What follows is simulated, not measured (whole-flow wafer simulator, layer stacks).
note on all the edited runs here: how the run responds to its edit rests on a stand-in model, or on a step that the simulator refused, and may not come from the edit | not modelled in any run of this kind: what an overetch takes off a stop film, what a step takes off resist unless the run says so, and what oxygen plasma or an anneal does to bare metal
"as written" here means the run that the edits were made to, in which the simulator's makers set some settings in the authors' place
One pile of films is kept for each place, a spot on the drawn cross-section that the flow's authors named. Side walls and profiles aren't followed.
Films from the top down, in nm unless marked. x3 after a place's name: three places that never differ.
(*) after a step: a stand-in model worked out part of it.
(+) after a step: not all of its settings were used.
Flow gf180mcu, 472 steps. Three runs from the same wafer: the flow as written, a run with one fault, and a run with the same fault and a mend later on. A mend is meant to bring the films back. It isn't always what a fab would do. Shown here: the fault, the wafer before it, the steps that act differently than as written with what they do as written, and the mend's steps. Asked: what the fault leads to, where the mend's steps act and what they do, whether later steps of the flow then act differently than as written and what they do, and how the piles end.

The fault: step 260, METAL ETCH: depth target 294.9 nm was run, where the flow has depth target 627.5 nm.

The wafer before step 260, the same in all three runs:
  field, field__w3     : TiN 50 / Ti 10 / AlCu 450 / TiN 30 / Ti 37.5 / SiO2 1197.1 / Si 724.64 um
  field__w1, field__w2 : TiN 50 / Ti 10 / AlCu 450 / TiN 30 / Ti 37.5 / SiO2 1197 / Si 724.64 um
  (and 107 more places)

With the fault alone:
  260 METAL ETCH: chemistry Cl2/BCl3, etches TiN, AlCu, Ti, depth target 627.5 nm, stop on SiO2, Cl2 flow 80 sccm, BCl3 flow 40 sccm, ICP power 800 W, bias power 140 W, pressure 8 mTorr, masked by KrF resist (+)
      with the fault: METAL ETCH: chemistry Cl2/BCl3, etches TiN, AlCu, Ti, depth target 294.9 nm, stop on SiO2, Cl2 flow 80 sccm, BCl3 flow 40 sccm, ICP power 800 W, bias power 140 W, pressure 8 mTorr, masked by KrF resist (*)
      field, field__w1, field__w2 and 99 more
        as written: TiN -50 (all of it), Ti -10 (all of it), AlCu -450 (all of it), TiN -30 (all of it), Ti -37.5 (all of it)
        with the fault: TiN -50 (all of it), Ti -10 (all of it), AlCu -234.9
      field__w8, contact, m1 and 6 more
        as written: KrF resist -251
        with the fault: KrF resist -118
  Later steps of the flow that act differently than as written:
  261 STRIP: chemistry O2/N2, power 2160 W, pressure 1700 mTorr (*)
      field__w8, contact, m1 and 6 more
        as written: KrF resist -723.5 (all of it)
        with the fault: KrF resist -856.6 (all of it)
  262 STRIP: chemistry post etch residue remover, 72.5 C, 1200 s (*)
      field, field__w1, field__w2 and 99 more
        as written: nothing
        with the fault: AlCu -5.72
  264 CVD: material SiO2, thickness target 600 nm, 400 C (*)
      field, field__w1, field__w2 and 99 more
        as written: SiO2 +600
        with the fault: SiO2 +600 (new film)
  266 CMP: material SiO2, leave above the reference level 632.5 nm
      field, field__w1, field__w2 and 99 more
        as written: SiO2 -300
        with the fault: SiO2 -576.9
  At the end the piles differ from the flow's by more than 2% or 0.5 nm, whichever is larger, at field, field__w1, field__w2 and 100 more.
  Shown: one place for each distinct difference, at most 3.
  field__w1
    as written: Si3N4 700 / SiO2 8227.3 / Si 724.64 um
    with the fault: Si3N4 700 / SiO2 6753.4 / AlCu 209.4 / TiN 30 / Ti 37.5 / SiO2 1197 / Si 724.64 um
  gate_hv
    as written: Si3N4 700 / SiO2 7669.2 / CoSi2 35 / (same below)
    with the fault: Si3N4 700 / SiO2 6753.4 / AlCu 209.4 / TiN 30 / Ti 37.5 / SiO2 638.9 / CoSi2 35 / (same below)
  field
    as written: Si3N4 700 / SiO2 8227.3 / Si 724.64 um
    with the fault: Si3N4 700 / SiO2 6753.4 / AlCu 209.4 / TiN 30 / Ti 37.5 / SiO2 1197.1 / Si 724.64 um

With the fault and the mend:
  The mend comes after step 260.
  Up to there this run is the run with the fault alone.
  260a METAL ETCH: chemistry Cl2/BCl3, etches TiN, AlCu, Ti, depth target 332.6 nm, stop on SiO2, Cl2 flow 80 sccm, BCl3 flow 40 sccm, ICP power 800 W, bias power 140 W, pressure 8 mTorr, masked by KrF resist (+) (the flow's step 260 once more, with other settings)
      field, field__w1, field__w2 and 99 more
        AlCu -215.1 (all of it), TiN -30 (all of it), Ti -37.5 (all of it)
      field__w8, contact, m1 and 6 more
        KrF resist -133
  No later step of the flow acts differently than as written at any place that is followed.
  At the end the piles are the same as the flow's at every place that both follow.
